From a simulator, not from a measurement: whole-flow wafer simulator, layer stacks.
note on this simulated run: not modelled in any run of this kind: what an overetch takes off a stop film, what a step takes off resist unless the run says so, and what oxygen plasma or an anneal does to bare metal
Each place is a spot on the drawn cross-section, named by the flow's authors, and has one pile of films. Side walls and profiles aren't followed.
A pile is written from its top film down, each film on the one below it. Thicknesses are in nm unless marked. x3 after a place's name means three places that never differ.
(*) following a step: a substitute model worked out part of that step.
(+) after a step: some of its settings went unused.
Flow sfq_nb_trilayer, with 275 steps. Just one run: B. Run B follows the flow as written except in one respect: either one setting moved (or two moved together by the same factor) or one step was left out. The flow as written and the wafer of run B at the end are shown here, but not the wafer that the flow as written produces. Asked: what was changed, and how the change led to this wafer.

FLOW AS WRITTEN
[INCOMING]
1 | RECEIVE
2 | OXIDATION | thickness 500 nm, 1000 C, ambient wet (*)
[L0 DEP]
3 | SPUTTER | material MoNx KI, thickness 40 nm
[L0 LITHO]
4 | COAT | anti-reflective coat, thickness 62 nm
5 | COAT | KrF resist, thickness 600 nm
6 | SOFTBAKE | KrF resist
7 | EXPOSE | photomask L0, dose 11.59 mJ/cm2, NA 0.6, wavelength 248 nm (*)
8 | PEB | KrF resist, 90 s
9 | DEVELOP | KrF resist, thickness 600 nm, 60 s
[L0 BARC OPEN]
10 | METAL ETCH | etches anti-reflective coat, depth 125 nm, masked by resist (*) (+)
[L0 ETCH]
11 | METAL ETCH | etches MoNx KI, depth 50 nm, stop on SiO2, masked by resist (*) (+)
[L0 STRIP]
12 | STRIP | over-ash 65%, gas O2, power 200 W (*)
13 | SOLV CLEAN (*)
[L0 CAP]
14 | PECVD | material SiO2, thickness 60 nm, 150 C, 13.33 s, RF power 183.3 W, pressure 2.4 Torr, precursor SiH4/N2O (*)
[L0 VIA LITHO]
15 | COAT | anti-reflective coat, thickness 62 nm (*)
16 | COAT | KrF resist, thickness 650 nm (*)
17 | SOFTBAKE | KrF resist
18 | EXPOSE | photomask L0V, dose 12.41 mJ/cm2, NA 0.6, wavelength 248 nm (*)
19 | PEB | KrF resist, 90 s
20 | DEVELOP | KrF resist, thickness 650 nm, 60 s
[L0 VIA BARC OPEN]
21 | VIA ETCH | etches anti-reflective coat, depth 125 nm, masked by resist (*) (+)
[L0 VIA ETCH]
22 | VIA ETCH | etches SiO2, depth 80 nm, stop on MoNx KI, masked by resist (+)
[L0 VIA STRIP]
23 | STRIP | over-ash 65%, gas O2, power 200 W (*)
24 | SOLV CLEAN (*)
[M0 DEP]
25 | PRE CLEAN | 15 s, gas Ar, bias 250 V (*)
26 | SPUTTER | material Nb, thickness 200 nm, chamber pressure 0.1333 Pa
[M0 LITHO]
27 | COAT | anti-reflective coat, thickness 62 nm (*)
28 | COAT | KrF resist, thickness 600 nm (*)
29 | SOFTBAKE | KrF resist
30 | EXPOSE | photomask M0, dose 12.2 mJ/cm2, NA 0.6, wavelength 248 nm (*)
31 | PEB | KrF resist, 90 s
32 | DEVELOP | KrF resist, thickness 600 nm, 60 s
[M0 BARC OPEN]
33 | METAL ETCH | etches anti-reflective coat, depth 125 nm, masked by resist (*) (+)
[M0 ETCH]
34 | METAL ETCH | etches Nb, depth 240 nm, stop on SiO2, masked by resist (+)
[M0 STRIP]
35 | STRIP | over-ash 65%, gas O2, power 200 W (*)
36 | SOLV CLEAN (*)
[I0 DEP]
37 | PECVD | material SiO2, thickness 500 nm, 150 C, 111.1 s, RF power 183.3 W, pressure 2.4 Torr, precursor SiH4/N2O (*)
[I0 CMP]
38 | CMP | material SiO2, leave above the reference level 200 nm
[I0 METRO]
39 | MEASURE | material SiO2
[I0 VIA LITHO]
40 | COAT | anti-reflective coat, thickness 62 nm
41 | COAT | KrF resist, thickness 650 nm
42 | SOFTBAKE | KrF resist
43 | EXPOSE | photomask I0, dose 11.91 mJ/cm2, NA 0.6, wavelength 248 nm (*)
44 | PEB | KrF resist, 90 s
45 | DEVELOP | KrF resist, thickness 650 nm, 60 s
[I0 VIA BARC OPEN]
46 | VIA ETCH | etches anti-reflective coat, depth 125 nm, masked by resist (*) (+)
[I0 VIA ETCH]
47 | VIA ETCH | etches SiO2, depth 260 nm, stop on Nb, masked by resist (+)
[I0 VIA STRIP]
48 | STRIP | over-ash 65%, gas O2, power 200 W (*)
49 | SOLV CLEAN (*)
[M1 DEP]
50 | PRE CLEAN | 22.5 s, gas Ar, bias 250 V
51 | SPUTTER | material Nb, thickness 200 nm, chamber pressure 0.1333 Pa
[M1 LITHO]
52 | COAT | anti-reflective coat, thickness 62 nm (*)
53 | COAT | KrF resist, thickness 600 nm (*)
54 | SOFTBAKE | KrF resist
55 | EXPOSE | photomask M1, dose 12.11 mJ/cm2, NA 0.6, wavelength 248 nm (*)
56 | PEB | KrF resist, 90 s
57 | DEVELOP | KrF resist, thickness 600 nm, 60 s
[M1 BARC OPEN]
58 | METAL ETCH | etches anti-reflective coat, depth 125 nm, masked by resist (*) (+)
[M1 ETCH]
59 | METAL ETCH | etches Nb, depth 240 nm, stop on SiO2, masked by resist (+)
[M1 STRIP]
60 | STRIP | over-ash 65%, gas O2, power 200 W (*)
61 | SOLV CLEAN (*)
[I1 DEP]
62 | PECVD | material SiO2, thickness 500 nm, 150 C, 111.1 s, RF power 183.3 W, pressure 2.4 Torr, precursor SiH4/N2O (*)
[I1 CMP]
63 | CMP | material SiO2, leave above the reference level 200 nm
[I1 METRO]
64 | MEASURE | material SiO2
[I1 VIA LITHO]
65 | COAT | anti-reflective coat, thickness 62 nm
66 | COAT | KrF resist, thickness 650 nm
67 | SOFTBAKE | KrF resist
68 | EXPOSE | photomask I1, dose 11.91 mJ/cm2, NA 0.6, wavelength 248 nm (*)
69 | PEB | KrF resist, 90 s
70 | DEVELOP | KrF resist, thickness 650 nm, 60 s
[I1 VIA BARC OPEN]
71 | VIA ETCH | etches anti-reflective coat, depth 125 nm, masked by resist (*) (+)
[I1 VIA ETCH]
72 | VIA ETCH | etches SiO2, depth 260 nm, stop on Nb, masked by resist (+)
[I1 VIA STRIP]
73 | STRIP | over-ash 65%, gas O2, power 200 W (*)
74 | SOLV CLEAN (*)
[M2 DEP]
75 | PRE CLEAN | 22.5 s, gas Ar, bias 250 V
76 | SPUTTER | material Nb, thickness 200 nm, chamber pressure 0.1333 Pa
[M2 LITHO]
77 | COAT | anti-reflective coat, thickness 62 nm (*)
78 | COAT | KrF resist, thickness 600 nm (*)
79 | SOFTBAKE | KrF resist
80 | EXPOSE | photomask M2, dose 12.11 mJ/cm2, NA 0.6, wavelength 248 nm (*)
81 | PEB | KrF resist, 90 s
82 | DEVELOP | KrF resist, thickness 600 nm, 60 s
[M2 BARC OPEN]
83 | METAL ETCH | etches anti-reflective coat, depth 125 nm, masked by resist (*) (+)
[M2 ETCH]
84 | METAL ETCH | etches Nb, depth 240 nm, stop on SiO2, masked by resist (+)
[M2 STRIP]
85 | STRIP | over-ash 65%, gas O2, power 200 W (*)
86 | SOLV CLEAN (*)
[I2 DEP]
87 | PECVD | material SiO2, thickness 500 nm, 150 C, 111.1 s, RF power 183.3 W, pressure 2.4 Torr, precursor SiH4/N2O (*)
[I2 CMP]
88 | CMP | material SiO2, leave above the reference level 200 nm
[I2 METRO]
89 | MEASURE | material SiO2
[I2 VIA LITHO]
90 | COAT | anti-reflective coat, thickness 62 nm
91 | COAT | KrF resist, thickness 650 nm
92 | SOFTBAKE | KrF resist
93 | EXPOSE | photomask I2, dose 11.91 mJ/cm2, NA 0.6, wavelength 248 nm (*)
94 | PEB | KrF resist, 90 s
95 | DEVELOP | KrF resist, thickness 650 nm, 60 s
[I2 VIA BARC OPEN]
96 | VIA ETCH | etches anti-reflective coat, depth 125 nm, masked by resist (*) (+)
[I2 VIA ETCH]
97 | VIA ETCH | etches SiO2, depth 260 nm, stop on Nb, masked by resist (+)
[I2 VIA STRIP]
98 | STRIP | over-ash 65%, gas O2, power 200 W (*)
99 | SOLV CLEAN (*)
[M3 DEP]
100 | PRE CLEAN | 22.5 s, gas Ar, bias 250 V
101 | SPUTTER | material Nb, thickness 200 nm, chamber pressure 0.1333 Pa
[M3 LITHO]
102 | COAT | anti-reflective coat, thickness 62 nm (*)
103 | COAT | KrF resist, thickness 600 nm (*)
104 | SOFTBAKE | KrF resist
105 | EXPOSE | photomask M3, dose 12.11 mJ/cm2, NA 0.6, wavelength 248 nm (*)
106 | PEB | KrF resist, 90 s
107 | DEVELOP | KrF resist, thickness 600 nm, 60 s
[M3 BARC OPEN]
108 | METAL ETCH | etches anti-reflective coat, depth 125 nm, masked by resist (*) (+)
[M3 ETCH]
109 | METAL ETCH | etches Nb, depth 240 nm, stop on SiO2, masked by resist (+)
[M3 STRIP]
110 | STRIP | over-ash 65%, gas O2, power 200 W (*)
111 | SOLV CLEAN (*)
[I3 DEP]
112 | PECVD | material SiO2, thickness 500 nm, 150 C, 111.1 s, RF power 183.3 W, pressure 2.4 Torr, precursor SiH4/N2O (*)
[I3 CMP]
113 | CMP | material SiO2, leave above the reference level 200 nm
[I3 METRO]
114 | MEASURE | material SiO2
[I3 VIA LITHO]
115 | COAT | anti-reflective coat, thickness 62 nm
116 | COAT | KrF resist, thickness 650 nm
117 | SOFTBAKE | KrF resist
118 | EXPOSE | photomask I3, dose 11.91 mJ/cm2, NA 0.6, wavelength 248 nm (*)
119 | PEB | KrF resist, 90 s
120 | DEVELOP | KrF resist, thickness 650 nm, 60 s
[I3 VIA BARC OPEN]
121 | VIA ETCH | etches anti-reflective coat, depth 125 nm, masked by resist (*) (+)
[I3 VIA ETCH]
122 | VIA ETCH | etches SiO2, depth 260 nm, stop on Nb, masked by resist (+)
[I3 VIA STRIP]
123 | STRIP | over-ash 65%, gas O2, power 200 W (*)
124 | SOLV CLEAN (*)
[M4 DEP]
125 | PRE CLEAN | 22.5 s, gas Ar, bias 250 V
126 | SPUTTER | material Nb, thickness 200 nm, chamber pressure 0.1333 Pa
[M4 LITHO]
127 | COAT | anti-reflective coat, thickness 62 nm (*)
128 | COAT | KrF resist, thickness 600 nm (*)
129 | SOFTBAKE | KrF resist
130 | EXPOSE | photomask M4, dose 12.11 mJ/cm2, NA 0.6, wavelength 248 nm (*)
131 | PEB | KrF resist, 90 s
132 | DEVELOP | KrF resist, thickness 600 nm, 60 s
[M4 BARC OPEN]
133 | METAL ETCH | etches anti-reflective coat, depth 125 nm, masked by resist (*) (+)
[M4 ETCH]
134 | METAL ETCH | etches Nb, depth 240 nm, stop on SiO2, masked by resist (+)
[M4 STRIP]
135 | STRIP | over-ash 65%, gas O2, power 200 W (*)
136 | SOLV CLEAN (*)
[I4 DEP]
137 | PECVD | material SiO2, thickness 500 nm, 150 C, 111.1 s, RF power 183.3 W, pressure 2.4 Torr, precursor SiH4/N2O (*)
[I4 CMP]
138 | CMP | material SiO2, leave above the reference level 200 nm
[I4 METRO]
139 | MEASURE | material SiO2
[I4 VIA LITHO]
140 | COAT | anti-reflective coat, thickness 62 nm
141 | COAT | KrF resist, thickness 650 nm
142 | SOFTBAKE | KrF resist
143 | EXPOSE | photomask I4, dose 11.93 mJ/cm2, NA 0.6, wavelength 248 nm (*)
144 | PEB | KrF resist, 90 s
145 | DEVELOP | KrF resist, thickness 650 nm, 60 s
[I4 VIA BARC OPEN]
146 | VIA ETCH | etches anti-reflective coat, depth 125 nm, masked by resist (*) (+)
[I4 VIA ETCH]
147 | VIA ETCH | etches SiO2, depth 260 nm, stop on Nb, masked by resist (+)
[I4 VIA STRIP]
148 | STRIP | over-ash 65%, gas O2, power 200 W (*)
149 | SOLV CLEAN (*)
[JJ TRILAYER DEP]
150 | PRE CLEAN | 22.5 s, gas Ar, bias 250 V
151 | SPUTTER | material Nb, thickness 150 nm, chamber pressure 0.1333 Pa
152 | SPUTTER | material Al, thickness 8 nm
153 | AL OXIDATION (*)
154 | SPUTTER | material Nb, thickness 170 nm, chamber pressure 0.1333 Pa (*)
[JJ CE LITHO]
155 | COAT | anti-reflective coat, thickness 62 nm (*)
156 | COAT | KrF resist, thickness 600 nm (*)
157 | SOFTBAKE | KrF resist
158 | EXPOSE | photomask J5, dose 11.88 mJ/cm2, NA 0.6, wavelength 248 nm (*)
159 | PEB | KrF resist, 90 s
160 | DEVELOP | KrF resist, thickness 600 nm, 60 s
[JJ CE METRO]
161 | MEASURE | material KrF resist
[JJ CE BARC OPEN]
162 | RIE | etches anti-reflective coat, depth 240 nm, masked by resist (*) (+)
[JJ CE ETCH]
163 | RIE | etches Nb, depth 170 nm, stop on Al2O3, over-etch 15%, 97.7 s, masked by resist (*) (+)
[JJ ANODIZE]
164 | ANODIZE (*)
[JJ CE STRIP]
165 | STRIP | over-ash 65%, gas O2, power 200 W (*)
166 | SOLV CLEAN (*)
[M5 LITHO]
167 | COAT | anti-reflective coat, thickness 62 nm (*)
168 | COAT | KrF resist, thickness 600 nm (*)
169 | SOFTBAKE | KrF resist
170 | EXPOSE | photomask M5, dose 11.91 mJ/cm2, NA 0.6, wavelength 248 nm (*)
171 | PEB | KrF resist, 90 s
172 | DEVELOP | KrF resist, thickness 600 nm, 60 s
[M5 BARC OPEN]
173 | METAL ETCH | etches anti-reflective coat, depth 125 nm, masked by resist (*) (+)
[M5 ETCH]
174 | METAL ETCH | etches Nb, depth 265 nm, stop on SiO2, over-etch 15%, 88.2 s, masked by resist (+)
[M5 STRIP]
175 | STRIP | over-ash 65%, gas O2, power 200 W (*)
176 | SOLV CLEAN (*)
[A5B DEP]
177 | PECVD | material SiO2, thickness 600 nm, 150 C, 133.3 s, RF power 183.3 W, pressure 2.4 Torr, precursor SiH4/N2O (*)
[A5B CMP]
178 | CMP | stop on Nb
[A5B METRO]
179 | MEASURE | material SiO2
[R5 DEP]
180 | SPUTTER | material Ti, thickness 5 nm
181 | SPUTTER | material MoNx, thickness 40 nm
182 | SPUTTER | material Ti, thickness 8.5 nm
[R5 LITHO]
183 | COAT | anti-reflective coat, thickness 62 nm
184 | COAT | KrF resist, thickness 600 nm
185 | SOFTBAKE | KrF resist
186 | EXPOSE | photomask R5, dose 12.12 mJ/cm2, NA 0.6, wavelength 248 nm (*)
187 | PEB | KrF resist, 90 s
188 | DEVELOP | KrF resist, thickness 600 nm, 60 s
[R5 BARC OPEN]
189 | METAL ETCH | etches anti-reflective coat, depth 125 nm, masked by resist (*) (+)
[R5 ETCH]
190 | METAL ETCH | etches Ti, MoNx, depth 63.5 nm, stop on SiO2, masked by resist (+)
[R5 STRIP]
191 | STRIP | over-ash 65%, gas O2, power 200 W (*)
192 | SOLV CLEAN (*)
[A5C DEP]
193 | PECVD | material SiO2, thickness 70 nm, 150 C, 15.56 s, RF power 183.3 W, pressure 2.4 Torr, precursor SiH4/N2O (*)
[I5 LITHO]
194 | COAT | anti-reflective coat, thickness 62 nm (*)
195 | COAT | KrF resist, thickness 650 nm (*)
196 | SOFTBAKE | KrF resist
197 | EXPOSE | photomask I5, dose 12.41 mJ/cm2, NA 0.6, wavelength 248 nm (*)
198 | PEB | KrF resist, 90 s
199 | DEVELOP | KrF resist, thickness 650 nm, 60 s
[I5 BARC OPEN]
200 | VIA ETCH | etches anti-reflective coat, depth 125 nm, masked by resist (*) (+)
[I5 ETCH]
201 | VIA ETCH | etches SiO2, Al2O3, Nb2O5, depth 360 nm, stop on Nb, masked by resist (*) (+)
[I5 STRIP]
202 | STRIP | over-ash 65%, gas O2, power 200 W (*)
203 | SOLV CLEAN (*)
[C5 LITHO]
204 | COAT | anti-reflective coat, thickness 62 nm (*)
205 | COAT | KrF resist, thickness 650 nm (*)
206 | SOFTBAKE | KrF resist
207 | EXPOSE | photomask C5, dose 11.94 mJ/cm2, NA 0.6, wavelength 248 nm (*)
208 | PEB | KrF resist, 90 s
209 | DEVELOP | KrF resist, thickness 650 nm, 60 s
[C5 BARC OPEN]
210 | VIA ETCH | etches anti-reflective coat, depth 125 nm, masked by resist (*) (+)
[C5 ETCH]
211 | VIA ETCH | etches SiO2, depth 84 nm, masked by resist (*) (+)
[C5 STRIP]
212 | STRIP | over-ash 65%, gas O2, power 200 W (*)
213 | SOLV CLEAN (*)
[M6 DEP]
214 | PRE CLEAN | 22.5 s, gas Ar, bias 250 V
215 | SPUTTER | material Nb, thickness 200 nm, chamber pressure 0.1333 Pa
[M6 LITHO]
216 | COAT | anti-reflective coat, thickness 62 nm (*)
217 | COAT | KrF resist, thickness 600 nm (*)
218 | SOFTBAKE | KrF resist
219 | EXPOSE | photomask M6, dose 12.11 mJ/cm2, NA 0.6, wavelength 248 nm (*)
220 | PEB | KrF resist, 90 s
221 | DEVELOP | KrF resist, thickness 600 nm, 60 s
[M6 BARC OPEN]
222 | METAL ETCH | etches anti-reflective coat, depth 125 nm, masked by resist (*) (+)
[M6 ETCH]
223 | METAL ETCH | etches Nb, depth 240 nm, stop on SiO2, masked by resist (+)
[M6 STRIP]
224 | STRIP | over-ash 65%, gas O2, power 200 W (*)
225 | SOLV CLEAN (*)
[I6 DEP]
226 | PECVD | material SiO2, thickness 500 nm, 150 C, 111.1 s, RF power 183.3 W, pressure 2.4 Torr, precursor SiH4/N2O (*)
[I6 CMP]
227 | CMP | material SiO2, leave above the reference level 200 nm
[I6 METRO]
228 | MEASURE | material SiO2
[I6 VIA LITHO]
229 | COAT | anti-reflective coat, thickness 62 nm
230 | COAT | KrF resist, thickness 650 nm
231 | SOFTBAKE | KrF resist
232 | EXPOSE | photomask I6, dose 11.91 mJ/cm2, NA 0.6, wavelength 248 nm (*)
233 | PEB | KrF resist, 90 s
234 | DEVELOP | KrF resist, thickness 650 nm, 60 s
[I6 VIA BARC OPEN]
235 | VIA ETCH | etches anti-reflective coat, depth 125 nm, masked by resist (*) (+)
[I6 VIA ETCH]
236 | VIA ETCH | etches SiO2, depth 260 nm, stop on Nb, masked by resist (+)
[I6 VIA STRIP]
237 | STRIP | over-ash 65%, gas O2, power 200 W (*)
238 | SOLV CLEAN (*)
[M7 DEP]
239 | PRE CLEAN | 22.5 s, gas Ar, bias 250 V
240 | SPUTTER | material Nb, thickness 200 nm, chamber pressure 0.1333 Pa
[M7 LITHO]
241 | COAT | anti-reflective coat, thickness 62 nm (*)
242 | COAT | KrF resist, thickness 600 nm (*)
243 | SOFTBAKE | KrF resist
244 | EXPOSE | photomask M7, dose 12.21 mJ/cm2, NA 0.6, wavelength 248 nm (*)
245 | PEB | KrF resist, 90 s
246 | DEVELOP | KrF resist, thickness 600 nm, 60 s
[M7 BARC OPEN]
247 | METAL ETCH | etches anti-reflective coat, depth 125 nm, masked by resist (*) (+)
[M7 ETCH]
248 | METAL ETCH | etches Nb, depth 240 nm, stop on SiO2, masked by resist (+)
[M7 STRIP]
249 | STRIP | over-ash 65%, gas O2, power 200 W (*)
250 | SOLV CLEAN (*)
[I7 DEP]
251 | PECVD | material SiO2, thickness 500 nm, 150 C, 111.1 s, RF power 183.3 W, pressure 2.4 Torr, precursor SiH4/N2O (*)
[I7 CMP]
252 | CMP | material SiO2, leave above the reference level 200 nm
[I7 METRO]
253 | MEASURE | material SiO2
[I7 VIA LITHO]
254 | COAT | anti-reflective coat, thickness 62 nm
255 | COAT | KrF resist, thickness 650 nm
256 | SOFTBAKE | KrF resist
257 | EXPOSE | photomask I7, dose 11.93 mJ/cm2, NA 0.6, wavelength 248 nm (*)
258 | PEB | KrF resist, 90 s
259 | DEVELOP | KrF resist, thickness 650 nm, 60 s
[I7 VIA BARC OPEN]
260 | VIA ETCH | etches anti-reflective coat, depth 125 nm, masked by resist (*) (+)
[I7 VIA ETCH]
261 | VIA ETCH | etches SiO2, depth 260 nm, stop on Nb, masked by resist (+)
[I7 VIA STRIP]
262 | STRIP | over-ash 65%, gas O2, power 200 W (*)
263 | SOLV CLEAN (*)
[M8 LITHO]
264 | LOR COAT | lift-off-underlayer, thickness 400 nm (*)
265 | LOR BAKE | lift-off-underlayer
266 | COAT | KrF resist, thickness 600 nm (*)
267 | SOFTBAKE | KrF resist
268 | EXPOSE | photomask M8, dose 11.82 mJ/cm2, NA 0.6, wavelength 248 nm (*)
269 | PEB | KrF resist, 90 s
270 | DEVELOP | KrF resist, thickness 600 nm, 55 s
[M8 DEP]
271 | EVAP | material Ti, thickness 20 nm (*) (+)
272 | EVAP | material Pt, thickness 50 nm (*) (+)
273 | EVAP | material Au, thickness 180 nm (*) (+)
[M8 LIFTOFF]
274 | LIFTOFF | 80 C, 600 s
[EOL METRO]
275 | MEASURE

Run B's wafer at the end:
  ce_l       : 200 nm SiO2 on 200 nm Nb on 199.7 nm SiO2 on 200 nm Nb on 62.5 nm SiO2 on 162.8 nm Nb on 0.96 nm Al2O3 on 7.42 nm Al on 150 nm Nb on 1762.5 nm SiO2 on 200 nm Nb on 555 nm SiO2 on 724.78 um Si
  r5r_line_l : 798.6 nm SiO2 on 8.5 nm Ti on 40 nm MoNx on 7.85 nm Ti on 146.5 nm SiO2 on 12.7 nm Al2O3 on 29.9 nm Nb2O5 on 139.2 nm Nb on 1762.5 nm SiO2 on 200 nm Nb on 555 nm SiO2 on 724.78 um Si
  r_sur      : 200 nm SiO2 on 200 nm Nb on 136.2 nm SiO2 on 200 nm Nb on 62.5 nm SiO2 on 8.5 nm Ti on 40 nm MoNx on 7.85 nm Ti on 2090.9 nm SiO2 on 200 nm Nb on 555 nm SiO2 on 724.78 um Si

Cause: step 180, SPUTTER: thickness 7.85 nm was run, whereas the flow has thickness 5 nm.
One can read it off the wafer: r5r_line_l has Ti 7.85, and step 180 as written asks for 5 nm.

The path from the change to this, step by step:
  180 | SPUTTER | material Ti, thickness 5 nm
      field_l, v_sur, via_wl and 103 more: Ti gains 7.85 (new film) (it would be, as written: Ti gains 5 (new film))
  190 | METAL ETCH | etches Ti, MoNx, depth 63.5 nm, stop on SiO2, masked by resist (+)
      field_l, v_sur, via_wl and 92 more: Ti loses 8.5 (all of it), MoNx loses 40 (all of it), Ti loses 7.85 (all of it) (it would be, as written: Ti loses 8.5 (all of it), MoNx loses 40 (all of it), Ti loses 5 (all of it))
      ce_l, c5j, ce_r, wl_jj: Ti loses 8.5 (all of it), MoNx loses 40 (all of it), Ti loses 7.85 (all of it), Nb loses 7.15 (it would be, as written: Ti loses 8.5 (all of it), MoNx loses 40 (all of it), Ti loses 5 (all of it), Nb loses 10)
  216 | COAT | anti-reflective coat, thickness 62 nm (*)
      sp_r: anti-reflective coat gains 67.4 (new film) (it would be, as written: anti-reflective coat gains 65.9 (new film))
  224 | STRIP | over-ash 65%, gas O2, power 200 W (*)
      sp_r: KrF resist loses 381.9 (all of it), anti-reflective coat loses 67.4 (all of it) (it would be, as written: KrF resist loses 382 (all of it), anti-reflective coat loses 65.9 (all of it))
